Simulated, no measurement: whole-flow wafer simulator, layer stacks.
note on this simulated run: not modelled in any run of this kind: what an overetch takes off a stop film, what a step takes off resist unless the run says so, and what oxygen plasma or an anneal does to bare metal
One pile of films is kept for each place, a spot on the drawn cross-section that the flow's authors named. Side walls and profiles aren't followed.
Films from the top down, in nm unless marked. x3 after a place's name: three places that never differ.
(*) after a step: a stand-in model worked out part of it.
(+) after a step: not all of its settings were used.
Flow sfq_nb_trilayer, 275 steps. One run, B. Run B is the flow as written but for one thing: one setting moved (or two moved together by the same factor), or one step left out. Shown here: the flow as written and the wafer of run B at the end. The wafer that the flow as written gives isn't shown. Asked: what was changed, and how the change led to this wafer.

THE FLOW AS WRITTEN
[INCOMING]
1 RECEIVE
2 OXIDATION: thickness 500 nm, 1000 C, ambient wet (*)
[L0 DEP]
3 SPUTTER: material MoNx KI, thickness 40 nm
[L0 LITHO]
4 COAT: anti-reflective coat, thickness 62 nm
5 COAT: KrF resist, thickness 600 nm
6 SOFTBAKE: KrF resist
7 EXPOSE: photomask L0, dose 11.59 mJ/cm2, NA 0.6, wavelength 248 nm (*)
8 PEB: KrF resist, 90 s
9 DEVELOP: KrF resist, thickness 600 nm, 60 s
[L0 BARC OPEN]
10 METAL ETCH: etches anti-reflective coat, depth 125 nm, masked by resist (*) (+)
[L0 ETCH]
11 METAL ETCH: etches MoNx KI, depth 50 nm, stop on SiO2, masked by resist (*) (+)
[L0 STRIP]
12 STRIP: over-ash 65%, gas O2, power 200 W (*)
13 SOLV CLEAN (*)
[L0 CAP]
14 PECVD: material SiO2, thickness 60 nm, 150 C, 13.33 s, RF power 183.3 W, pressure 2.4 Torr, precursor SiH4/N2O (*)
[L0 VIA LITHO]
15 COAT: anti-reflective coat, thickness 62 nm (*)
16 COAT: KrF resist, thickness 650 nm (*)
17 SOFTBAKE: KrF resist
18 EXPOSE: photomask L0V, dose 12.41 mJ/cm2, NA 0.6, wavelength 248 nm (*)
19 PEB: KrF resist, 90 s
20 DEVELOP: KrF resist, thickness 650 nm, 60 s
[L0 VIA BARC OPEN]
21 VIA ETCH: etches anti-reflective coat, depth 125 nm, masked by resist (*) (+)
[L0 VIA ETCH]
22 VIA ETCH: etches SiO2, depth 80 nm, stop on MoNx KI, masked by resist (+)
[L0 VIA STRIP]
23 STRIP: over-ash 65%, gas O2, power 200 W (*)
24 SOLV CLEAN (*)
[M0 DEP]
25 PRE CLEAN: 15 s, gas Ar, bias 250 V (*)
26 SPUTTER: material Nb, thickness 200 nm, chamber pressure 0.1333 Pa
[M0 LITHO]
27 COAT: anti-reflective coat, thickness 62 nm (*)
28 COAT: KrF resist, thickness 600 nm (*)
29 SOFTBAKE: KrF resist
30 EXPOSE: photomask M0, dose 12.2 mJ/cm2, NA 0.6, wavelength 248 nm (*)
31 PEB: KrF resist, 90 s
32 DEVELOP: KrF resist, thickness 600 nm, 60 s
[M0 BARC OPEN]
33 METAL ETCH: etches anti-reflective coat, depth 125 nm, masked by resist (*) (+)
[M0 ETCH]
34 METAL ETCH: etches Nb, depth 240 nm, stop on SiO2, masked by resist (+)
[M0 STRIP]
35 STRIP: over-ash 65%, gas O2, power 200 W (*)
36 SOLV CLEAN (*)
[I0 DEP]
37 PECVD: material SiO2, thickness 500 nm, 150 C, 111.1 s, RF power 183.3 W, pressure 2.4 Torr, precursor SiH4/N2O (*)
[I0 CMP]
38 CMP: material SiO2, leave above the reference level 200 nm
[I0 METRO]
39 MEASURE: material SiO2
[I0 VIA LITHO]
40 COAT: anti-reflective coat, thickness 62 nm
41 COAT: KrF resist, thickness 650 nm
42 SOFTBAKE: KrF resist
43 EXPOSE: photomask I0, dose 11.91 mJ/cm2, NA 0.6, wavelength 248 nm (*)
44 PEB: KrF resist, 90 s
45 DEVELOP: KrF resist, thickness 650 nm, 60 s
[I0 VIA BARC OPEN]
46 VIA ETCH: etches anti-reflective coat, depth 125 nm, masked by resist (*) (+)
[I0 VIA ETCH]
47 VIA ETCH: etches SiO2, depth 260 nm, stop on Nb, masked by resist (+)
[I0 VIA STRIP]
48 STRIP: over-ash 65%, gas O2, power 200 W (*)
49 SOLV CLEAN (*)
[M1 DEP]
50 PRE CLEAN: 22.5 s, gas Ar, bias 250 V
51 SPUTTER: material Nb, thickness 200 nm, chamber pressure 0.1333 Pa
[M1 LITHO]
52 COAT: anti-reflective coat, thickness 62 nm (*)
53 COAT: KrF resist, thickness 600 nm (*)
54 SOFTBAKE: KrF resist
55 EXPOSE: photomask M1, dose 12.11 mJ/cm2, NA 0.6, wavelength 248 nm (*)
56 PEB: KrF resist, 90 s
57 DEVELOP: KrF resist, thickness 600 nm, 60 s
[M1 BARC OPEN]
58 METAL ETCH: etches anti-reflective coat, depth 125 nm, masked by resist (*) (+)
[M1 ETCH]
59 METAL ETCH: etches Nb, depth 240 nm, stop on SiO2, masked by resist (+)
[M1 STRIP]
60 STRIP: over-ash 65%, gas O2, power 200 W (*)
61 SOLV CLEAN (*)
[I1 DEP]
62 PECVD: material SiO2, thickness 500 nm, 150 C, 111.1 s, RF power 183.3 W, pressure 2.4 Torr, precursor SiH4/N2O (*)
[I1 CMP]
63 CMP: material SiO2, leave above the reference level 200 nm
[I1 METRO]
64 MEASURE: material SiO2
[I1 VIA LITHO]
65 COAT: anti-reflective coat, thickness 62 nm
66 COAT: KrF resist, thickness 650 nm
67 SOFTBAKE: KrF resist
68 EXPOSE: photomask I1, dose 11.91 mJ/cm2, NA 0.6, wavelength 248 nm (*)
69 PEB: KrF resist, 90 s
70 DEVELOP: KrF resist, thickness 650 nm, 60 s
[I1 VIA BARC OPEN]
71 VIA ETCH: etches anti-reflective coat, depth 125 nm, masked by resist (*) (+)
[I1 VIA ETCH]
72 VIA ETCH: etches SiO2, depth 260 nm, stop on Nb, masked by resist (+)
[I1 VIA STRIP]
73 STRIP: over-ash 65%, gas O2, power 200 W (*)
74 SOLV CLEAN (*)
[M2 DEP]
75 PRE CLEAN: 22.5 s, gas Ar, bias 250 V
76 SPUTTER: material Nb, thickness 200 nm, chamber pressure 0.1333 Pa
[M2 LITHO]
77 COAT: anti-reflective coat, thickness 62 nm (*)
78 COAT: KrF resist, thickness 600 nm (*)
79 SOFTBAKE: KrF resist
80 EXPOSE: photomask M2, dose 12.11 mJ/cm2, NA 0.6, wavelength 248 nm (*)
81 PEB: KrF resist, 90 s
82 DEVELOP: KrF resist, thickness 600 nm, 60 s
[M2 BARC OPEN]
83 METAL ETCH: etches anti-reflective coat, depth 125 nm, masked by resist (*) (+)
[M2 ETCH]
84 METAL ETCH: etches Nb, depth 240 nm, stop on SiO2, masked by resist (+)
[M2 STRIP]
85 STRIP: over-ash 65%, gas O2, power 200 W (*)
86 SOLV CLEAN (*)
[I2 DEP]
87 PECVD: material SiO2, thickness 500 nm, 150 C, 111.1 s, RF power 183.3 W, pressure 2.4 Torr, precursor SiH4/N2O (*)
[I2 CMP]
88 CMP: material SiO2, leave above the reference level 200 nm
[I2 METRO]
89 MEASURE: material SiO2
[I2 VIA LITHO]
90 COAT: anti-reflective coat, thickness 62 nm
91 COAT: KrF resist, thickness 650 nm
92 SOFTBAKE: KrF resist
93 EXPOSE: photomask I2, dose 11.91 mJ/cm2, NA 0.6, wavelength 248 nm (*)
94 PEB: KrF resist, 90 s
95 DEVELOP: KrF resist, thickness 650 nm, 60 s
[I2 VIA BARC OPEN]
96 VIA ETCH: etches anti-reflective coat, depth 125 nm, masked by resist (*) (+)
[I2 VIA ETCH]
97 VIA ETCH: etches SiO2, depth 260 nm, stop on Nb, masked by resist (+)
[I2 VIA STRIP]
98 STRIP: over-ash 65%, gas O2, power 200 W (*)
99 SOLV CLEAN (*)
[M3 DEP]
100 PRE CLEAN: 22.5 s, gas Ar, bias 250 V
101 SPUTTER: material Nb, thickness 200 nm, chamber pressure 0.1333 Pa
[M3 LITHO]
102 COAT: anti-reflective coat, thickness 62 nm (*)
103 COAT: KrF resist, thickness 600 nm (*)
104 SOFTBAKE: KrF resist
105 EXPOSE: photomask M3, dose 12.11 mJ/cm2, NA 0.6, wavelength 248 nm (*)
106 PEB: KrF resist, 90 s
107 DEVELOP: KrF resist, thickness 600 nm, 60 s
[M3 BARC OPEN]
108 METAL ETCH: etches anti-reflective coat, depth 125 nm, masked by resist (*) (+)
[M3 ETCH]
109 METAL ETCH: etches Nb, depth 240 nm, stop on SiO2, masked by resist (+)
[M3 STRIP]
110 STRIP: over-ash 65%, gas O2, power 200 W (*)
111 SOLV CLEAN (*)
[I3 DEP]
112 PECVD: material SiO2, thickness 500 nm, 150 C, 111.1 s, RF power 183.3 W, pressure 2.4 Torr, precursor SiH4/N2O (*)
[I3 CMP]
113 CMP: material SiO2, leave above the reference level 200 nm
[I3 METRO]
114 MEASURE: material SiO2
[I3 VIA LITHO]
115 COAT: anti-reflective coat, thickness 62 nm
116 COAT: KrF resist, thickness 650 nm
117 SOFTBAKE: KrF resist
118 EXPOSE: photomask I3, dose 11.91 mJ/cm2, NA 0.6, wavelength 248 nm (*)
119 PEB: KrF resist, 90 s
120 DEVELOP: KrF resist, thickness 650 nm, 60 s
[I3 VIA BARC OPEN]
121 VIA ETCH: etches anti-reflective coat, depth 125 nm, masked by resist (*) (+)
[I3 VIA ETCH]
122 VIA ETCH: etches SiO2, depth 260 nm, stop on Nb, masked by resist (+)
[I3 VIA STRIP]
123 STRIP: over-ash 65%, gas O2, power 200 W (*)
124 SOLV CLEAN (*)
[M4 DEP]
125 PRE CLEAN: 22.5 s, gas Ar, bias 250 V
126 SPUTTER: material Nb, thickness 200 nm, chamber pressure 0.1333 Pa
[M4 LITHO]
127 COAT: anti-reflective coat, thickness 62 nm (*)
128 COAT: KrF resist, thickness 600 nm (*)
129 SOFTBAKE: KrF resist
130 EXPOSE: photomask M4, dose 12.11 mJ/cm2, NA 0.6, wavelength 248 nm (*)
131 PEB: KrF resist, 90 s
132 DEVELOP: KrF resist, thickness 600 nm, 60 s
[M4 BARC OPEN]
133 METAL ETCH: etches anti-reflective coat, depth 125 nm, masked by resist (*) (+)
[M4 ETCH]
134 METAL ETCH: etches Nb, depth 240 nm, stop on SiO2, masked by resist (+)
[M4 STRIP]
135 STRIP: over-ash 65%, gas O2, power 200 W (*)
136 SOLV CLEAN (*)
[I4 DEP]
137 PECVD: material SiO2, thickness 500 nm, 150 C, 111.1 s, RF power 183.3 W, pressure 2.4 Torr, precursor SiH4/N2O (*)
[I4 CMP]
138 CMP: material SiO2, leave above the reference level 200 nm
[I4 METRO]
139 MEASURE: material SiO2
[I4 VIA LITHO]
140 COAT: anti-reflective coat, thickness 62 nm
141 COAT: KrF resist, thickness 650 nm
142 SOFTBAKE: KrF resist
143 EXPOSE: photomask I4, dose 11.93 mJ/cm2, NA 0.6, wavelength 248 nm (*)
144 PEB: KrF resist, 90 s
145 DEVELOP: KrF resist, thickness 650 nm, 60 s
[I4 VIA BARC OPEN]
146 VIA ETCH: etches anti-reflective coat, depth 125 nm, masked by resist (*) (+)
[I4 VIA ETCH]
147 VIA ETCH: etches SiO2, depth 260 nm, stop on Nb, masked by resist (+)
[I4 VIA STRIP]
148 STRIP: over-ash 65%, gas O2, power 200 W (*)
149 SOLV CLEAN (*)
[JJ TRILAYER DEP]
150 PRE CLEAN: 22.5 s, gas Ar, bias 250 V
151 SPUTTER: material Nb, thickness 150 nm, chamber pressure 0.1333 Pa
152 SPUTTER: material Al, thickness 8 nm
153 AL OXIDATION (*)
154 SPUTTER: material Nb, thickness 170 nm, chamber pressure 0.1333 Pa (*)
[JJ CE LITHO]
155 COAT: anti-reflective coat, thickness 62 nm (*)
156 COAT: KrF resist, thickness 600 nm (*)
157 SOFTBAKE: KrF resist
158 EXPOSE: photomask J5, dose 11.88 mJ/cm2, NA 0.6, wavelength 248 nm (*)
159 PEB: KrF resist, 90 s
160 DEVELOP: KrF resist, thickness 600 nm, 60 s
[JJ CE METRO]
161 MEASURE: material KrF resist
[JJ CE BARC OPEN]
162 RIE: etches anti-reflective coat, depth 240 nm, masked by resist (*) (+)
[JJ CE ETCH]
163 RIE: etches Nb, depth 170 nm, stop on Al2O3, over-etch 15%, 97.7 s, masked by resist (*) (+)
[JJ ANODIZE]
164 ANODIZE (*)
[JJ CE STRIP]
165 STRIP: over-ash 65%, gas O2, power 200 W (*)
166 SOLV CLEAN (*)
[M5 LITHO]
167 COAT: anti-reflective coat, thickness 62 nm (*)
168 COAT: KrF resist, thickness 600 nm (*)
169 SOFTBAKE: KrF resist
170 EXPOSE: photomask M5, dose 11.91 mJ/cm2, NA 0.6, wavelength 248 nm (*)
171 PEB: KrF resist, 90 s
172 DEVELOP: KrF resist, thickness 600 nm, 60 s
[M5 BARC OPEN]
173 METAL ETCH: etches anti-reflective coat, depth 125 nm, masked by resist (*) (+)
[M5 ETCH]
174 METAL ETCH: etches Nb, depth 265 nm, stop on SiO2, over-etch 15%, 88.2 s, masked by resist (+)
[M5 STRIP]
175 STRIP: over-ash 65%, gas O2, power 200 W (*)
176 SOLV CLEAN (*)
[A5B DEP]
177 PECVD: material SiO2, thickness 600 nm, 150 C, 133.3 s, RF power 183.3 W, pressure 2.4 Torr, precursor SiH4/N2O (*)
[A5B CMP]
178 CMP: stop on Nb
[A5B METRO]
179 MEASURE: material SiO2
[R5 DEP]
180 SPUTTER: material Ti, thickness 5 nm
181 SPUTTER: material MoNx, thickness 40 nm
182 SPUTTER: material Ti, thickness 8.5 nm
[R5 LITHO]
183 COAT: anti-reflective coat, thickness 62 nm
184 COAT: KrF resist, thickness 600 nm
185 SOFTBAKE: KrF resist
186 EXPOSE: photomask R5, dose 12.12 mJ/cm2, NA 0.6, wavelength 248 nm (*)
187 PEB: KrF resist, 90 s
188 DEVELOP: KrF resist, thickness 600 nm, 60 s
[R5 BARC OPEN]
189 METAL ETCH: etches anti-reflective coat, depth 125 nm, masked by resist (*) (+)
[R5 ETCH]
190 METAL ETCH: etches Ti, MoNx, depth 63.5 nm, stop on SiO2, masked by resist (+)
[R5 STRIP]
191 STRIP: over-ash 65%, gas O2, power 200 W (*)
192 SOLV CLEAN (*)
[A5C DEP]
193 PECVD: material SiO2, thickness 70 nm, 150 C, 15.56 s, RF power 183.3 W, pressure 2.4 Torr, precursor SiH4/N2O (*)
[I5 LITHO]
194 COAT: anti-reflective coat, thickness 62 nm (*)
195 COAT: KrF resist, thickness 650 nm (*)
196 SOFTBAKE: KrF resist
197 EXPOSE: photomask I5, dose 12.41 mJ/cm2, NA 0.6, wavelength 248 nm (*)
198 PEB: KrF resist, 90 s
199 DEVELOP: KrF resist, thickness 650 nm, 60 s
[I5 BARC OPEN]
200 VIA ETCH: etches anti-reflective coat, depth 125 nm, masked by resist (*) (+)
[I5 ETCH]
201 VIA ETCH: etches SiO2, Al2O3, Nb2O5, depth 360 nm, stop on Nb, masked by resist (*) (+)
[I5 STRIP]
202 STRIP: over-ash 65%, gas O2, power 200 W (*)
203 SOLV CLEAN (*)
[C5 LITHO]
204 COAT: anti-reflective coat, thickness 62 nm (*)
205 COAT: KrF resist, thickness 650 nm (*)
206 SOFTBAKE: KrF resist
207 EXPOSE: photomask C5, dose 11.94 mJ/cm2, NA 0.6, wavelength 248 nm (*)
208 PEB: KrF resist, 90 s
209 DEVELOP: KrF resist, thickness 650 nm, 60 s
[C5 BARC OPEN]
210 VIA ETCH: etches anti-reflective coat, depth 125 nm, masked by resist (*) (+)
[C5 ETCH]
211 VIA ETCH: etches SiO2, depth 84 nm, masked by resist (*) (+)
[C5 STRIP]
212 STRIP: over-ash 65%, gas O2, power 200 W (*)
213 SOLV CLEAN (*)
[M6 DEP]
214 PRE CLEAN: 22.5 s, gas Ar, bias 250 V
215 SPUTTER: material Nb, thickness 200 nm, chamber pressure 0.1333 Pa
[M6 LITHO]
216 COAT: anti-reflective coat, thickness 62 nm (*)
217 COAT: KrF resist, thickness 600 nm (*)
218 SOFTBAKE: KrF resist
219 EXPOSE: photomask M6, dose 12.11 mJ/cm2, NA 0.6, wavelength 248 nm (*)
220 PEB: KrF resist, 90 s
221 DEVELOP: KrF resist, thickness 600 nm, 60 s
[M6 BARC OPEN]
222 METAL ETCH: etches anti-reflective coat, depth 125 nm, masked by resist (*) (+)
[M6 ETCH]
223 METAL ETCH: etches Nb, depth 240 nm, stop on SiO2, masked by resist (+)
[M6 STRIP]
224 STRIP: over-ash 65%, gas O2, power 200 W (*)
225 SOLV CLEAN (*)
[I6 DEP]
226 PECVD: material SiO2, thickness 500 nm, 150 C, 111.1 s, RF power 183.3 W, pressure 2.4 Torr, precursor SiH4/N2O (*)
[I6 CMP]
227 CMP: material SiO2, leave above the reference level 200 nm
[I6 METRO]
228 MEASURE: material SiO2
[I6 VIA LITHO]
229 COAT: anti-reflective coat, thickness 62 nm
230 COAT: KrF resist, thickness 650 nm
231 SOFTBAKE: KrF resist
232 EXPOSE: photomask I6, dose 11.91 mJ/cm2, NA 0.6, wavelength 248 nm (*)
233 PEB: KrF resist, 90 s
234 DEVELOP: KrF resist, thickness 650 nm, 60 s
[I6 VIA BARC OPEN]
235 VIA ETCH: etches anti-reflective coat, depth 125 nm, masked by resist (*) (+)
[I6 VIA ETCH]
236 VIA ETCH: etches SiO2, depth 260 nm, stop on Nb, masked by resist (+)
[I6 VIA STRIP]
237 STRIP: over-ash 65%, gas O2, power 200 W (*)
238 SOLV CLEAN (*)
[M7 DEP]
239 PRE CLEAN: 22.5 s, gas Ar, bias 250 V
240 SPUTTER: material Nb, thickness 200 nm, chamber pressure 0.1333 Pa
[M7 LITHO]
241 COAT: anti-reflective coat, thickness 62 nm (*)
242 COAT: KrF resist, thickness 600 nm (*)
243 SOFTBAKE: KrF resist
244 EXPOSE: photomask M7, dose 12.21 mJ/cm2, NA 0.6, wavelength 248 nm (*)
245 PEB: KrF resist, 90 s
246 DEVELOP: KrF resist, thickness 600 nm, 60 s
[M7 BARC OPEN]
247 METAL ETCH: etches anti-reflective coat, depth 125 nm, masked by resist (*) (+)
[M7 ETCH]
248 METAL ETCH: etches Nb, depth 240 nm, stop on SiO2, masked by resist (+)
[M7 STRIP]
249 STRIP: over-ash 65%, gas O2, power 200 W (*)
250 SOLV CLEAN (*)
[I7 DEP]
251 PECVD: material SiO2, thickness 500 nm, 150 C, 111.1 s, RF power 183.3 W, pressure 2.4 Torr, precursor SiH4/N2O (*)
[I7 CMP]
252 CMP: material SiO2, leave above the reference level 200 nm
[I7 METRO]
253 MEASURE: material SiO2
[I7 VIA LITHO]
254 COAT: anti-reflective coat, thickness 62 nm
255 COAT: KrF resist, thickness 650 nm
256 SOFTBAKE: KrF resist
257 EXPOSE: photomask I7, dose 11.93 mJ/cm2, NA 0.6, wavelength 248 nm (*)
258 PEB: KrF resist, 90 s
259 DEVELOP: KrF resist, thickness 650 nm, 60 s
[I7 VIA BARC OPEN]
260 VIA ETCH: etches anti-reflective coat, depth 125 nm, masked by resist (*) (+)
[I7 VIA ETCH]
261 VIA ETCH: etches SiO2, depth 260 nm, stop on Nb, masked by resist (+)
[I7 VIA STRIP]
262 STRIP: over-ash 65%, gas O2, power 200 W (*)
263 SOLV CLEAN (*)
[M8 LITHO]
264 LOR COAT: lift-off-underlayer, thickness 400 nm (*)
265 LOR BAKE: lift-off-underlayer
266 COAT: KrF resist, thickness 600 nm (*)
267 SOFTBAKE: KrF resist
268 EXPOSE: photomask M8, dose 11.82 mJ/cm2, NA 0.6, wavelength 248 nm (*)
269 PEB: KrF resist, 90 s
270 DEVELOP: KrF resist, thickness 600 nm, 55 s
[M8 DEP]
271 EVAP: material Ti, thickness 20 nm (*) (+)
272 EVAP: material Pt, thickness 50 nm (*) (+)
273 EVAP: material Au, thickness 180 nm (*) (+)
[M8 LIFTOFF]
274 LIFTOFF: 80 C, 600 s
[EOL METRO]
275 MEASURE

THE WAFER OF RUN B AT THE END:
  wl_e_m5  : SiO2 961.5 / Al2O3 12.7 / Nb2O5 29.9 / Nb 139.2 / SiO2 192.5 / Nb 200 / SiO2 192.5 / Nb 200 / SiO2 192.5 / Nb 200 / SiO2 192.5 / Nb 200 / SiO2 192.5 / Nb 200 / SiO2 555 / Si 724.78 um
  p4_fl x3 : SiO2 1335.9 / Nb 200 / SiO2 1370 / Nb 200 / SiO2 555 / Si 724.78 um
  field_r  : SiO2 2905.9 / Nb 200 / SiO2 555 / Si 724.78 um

The cause: step 215, SPUTTER: thickness 160 nm was run, where the flow has thickness 200 nm.

How the change led to this, step by step:
  215 SPUTTER: material Nb, thickness 200 nm, chamber pressure 0.1333 Pa
      field_l, v_sur, via_wl and 100 more: Nb +160 (new film) (as written it would be: Nb +200 (new film))
      be: Nb +118.2 (as written it would be: Nb +147.3)
      (and at 2 more places)
  216 COAT: anti-reflective coat, thickness 62 nm (*)
      be: anti-reflective coat +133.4 (new film) (as written it would be: anti-reflective coat +136.7 (new film))
  223 METAL ETCH: etches Nb, depth 240 nm, stop on SiO2, masked by resist (+)
      field_l, gap, moat and 76 more: Nb -160 (all of it) (as written it would be: Nb -200 (all of it))
  224 STRIP: over-ash 65%, gas O2, power 200 W (*)
      be: KrF resist -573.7 (all of it), anti-reflective coat -133.4 (all of it) (as written it would be: KrF resist -575.8 (all of it), anti-reflective coat -136.7 (all of it))
  226 PECVD: material SiO2, thickness 500 nm, 150 C, 111.1 s, RF power 183.3 W, pressure 2.4 Torr, precursor SiH4/N2O (*)
      gap, wl_a_sl, m6r_space_l x2: SiO2 +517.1 (as written it would be: SiO2 +557.1)
      be: SiO2 +678.5 (new film) (as written it would be: SiO2 +693.5 (new film))
  227 CMP: material SiO2, leave above the reference level 200 nm
      field_l, p4_fl x3, p4_w1 x9 and 49 more: SiO2 -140 (as written it would be: SiO2 -100)
      moat, field_r, lsp_l, ln_m5, lsp_m: SiO2 -134.9 (as written it would be: SiO2 -93.6)
      (and at 9 more places)
